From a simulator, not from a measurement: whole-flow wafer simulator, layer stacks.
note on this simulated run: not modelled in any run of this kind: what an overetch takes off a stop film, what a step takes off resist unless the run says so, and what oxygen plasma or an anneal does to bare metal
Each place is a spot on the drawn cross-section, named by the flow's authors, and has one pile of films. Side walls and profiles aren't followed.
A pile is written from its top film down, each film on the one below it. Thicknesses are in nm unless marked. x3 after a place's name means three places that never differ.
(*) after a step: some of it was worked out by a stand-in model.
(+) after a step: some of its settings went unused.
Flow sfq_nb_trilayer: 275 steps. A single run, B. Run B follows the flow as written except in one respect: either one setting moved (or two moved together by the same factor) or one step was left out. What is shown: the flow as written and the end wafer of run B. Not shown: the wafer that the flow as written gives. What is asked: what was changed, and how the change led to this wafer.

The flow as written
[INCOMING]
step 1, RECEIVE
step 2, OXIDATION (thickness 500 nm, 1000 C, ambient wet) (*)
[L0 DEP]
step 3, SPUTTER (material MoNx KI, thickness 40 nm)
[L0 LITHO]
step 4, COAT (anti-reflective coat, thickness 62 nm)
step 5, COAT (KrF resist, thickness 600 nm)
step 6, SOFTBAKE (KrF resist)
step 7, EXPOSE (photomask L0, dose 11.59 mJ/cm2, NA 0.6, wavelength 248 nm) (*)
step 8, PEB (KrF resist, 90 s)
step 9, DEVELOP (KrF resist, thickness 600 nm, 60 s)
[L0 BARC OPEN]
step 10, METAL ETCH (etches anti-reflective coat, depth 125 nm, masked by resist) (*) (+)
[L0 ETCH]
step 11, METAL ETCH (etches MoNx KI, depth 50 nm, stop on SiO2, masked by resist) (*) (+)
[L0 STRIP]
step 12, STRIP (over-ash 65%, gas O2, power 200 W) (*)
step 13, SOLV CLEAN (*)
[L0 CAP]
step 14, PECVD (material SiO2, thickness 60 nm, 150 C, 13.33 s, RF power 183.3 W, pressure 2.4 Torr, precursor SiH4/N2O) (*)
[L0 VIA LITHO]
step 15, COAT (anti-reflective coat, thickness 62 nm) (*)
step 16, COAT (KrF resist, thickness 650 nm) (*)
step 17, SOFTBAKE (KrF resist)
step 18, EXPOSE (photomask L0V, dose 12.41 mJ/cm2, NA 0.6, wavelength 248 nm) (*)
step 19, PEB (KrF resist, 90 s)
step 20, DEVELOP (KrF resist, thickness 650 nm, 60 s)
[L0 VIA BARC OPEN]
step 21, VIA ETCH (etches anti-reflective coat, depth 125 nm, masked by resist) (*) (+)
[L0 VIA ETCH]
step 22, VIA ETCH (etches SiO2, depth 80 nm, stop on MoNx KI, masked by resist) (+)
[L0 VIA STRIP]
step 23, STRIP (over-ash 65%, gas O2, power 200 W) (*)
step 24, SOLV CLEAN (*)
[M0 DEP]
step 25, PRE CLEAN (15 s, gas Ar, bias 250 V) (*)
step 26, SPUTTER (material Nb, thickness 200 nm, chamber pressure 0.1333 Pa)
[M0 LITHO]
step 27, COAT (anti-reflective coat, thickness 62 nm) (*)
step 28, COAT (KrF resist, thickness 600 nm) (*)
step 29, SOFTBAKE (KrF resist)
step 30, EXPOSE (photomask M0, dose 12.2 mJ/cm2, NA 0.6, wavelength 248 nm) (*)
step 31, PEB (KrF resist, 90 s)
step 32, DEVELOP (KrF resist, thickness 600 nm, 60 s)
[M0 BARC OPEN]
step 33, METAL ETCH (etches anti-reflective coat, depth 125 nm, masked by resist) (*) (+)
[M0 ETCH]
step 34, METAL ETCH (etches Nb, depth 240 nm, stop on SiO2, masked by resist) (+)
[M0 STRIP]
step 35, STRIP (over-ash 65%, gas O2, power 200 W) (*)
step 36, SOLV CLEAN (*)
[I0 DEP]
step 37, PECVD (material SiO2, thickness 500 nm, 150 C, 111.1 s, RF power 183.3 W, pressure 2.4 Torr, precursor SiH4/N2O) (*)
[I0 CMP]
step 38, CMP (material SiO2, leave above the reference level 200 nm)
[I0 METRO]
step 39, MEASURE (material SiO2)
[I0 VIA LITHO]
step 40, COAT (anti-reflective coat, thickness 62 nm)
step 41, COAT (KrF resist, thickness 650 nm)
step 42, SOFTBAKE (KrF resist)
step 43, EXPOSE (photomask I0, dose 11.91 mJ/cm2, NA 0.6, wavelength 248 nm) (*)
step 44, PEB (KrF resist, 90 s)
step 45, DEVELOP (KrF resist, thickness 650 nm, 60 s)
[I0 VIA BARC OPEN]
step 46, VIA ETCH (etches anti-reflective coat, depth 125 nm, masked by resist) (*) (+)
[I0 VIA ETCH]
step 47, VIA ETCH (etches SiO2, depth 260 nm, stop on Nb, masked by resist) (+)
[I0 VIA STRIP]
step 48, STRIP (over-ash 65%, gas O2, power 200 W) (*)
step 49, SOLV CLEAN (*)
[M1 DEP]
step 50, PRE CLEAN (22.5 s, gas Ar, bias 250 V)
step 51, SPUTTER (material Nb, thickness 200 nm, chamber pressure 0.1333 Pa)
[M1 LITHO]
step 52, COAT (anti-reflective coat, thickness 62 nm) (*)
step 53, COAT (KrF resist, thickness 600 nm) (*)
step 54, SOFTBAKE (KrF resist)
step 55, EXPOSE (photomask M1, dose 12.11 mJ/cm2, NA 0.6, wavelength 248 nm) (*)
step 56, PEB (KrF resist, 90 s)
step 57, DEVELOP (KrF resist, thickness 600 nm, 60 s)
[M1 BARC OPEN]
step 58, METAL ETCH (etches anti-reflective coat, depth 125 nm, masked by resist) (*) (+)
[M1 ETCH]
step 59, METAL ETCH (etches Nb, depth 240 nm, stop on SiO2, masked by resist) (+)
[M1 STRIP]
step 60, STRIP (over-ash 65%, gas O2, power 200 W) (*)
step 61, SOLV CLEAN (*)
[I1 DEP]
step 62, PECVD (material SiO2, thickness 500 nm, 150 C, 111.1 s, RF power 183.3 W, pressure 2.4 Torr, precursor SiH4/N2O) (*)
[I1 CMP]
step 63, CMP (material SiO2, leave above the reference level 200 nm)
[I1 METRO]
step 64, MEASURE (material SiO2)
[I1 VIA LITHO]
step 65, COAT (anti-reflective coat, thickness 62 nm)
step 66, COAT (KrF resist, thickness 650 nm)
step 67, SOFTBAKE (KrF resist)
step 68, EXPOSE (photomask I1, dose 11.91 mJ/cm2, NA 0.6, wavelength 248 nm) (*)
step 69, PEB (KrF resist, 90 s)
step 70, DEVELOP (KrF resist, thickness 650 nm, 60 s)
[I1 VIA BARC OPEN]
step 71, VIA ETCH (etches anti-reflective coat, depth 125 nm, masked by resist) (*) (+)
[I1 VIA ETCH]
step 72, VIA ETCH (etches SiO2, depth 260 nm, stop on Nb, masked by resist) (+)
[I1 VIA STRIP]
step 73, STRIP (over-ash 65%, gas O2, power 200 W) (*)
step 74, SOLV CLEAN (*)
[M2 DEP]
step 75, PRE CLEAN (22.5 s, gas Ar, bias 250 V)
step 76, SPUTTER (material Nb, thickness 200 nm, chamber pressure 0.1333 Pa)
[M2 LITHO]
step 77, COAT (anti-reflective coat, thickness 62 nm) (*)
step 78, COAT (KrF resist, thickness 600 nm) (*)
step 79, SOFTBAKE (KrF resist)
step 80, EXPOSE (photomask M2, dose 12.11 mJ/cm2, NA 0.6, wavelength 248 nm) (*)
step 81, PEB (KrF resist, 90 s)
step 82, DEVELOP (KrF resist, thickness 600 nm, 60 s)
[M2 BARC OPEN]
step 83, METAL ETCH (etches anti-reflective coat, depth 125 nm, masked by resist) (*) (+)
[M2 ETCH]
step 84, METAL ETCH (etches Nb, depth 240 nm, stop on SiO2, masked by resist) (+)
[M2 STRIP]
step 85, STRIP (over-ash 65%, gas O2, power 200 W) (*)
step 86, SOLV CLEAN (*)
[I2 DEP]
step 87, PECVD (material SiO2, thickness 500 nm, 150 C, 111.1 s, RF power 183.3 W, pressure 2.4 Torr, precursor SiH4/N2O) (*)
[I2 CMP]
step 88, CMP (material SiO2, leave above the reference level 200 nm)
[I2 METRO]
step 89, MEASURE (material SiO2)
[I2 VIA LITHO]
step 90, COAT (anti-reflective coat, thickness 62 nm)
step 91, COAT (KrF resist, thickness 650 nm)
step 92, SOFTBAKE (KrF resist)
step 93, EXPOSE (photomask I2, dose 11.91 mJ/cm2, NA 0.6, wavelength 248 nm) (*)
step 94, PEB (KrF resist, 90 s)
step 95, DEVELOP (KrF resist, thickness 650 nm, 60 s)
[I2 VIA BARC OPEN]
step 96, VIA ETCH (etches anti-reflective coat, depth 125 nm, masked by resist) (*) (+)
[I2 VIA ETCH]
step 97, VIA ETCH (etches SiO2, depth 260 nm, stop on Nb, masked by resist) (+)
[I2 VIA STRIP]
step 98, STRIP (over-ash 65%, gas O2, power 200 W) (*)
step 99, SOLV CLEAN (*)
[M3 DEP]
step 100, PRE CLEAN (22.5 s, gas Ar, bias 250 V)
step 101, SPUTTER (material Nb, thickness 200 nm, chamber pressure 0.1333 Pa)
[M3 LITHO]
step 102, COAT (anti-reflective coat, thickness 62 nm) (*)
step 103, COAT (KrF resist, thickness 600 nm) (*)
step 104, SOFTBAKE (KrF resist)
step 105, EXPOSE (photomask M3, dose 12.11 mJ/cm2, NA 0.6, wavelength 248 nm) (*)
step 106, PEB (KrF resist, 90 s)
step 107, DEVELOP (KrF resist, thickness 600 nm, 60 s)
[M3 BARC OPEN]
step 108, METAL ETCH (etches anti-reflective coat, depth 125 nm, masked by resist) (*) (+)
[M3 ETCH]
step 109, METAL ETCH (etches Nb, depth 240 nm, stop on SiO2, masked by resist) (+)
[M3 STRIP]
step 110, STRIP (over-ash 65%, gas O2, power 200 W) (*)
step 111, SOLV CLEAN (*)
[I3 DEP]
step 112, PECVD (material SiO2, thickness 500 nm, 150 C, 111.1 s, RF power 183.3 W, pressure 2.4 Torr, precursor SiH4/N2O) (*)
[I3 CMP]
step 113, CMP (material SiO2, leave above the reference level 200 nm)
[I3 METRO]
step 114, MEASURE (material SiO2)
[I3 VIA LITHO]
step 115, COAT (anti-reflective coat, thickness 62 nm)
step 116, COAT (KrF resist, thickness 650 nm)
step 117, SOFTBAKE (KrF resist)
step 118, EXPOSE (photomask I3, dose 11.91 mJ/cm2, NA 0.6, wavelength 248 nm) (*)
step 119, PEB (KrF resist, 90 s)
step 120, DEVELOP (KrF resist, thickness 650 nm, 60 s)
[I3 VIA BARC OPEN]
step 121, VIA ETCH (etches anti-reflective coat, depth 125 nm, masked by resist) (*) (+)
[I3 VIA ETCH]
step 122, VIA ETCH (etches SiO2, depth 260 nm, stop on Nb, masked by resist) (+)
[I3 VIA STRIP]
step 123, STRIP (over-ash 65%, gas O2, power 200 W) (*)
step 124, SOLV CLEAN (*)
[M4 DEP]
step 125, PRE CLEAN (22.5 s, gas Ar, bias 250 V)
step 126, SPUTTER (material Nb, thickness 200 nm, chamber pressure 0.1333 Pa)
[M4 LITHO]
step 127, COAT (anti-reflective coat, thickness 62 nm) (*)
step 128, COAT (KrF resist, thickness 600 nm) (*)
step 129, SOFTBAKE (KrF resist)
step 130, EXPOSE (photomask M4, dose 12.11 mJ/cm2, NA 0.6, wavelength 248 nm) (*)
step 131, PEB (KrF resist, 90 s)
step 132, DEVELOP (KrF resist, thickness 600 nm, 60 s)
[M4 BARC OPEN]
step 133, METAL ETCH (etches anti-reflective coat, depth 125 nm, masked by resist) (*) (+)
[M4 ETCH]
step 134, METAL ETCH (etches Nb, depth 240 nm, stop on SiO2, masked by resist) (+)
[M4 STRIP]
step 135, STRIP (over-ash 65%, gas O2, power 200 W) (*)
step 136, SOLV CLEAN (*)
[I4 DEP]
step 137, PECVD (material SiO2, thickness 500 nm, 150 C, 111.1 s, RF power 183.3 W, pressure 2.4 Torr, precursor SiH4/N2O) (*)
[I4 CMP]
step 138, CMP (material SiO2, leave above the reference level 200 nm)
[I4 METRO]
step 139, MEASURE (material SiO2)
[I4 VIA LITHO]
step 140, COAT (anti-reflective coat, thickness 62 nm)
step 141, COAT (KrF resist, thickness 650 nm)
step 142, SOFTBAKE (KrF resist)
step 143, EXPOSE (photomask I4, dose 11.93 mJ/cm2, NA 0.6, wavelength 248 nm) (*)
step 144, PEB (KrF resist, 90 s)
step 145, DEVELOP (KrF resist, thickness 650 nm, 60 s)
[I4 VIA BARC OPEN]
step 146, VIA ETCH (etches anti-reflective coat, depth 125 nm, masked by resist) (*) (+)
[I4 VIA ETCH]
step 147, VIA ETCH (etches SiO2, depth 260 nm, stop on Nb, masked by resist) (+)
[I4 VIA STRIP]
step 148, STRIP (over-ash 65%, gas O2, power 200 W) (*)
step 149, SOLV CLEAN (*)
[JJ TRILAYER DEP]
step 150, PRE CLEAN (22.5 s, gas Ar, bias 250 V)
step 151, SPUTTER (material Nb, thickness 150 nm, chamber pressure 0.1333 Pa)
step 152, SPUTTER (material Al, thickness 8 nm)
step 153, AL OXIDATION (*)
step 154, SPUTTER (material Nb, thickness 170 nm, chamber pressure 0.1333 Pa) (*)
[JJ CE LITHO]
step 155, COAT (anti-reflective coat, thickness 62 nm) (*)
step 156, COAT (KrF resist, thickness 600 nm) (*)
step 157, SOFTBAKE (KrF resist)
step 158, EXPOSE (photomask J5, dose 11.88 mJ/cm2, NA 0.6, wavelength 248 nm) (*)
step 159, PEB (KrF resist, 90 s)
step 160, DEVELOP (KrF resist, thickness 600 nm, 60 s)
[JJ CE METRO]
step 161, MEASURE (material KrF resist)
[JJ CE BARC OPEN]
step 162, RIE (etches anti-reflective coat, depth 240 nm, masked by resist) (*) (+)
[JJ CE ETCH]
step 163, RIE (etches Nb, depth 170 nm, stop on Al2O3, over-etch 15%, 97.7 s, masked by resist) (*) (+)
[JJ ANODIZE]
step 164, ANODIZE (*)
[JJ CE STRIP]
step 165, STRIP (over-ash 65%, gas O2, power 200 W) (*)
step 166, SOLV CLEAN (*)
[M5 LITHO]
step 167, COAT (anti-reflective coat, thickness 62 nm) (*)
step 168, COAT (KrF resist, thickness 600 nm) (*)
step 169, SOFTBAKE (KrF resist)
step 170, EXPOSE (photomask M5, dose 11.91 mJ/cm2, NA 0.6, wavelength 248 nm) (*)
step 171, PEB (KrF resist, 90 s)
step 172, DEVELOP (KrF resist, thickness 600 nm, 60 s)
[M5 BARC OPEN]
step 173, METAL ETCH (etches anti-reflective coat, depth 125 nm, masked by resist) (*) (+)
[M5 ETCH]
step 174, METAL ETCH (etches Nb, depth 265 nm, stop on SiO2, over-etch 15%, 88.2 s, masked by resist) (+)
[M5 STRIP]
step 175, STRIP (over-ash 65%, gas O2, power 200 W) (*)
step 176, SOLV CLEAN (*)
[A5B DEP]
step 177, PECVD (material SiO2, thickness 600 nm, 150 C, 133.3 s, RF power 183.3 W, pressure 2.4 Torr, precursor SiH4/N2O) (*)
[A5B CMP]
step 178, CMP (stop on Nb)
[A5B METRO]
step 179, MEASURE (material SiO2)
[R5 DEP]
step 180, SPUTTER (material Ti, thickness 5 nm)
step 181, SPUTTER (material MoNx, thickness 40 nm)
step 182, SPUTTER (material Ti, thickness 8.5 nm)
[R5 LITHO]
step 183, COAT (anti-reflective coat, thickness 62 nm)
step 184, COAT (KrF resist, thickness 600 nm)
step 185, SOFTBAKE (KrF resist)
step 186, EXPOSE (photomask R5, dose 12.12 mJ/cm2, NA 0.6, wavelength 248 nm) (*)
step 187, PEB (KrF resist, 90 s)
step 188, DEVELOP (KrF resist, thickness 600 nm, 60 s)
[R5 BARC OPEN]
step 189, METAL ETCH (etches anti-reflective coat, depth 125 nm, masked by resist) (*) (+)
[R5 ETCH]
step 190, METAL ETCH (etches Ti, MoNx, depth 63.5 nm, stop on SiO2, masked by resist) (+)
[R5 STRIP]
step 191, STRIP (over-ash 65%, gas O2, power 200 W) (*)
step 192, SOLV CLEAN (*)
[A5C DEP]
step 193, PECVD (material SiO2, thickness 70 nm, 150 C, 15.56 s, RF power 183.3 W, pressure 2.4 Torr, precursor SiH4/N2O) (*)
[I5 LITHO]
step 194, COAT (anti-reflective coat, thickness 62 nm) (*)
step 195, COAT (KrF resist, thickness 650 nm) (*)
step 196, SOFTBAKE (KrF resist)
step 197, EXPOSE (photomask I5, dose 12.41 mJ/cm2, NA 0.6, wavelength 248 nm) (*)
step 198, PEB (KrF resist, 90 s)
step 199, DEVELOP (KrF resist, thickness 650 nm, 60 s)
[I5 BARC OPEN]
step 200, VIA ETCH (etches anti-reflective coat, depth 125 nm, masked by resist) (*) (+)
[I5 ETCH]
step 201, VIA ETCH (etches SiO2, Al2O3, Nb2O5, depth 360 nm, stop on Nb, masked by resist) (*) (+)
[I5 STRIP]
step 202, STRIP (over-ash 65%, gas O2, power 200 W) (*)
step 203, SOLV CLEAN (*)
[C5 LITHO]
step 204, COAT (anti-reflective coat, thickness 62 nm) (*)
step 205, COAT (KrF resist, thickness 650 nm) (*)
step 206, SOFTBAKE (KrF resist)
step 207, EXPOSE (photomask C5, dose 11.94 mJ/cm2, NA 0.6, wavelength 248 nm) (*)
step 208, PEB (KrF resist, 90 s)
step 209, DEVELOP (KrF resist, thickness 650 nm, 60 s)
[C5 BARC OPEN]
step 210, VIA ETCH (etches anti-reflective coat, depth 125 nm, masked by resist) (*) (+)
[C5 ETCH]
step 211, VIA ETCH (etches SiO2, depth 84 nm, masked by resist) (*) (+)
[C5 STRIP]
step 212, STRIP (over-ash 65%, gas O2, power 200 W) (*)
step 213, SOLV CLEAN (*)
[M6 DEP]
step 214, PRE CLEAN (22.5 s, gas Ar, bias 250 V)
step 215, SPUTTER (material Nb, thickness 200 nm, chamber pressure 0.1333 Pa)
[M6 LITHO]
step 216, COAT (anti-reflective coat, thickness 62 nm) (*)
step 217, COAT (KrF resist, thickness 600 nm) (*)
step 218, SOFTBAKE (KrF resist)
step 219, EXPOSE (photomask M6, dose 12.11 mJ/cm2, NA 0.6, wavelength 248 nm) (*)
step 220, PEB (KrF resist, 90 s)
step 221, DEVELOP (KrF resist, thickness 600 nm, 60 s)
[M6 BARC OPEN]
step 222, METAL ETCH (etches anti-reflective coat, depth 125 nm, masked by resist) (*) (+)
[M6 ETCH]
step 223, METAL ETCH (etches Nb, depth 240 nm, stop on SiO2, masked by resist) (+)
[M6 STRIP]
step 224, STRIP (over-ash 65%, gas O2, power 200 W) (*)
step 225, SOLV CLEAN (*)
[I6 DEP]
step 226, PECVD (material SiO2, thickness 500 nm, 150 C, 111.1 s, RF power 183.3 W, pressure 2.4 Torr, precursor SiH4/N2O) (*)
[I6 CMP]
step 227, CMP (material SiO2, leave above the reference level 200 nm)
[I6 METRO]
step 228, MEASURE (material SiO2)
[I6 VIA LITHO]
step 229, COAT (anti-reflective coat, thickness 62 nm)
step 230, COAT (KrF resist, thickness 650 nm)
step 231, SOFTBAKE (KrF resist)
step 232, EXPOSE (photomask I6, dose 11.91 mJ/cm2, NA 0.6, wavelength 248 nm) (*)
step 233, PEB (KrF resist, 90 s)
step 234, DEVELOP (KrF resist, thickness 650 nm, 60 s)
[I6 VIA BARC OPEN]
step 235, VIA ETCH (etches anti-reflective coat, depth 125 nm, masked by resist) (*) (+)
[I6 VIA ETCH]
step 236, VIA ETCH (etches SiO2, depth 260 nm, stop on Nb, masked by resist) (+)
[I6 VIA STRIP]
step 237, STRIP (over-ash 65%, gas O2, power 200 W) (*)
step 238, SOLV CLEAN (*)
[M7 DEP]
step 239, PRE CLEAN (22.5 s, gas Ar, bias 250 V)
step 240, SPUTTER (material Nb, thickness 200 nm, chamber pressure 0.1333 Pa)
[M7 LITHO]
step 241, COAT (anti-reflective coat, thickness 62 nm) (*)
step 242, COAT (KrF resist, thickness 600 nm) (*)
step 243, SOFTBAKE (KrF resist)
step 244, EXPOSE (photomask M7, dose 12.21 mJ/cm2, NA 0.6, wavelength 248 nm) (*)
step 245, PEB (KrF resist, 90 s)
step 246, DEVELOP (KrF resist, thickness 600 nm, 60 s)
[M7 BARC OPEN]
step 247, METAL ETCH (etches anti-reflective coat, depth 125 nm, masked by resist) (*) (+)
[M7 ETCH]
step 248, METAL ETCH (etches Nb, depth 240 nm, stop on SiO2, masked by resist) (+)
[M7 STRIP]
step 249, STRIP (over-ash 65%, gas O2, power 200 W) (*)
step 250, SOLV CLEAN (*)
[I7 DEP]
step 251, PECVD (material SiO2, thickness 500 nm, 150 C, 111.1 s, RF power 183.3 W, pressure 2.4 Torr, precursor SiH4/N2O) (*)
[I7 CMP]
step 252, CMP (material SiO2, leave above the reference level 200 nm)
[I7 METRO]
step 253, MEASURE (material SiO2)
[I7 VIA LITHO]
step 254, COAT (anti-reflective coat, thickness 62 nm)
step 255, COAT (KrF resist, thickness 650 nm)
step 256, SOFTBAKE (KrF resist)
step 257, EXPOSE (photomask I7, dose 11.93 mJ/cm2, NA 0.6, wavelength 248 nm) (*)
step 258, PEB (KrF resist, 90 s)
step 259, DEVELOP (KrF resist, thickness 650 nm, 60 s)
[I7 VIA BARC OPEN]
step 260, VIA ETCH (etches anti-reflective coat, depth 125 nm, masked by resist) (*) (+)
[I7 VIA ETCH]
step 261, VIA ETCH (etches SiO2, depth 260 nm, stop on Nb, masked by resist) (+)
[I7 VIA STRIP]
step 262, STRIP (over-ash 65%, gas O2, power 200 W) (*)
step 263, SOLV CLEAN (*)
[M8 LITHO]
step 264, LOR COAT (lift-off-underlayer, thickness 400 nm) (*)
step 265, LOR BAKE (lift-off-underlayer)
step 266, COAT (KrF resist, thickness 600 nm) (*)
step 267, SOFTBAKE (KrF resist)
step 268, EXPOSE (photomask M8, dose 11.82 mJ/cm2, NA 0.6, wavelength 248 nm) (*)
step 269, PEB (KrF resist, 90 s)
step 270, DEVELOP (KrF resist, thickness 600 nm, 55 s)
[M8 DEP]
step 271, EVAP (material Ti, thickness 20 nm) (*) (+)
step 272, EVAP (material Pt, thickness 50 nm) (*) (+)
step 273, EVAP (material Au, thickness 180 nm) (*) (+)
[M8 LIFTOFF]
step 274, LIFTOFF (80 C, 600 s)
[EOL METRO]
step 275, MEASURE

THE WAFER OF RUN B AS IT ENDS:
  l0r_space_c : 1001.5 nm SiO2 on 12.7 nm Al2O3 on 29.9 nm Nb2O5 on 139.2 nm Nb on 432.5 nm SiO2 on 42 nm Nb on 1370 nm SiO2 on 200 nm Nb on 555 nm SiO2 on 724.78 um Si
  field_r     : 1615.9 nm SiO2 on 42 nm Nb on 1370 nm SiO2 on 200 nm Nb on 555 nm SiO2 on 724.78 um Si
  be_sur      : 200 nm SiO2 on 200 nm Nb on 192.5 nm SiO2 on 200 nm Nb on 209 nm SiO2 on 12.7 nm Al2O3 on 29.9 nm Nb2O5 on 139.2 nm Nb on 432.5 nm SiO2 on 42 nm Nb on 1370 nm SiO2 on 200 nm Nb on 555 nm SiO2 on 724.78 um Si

The reason: step 126, SPUTTER: thickness 282 nm was run, whereas the flow has thickness 200 nm.

The path from the change to this, step by step:
  step 126, SPUTTER (material Nb, thickness 200 nm, chamber pressure 0.1333 Pa)
      field_l, v_sur, via_wl and 102 more: +282 Nb (new film) (it would be, as written: +200 Nb (new film))
      via_v: +234.5 Nb (it would be, as written: +165.5 Nb)
  step 134, METAL ETCH (etches Nb, depth 240 nm, stop on SiO2, masked by resist) (+)
      field_l, be, be_sur and 64 more: -240 Nb (it would be, as written: -200 Nb (all of it))
  step 137, PECVD (material SiO2, thickness 500 nm, 150 C, 111.1 s, RF power 183.3 W, pressure 2.4 Torr, precursor SiH4/N2O) (*)
      field_l, be, be_sur and 55 more: +500 SiO2 (new film) (it would be, as written: +500 SiO2)
      p3_s0 x6: +597.1 SiO2 (new film) (it would be, as written: +557.1 SiO2)
      (and at 3 other places as well)
  step 138, CMP (material SiO2, leave above the reference level 200 nm)
      field_l, be, be_sur and 55 more: -60 SiO2 (it would be, as written: -100 SiO2)
      lsp_r, l0_sur, l0v: -50.3 SiO2 (it would be, as written: -91.9 SiO2)
      (and at 1 other place as well)
If metal films that touch count as one body, l0r_space_c has 3 bodies (between them, from the top down: SiO2 432.5; SiO2 1370); the flow as written gives 2 bodies (between them, from the top down: SiO2 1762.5).
If metal films that touch count as one body, field_r has 2 bodies (between them, from the top down: SiO2 1370); the flow as written gives 1 body.
If metal films that touch count as one body, be_sur has 5 bodies (between them, from the top down: SiO2 192.5; SiO2 209 / Al2O3 12.7 / Nb2O5 29.9; SiO2 432.5; SiO2 1370); the flow as written gives 4 bodies (between them, from the top down: SiO2 192.5; SiO2 209 / Al2O3 12.7 / Nb2O5 29.9; SiO2 1762.5).
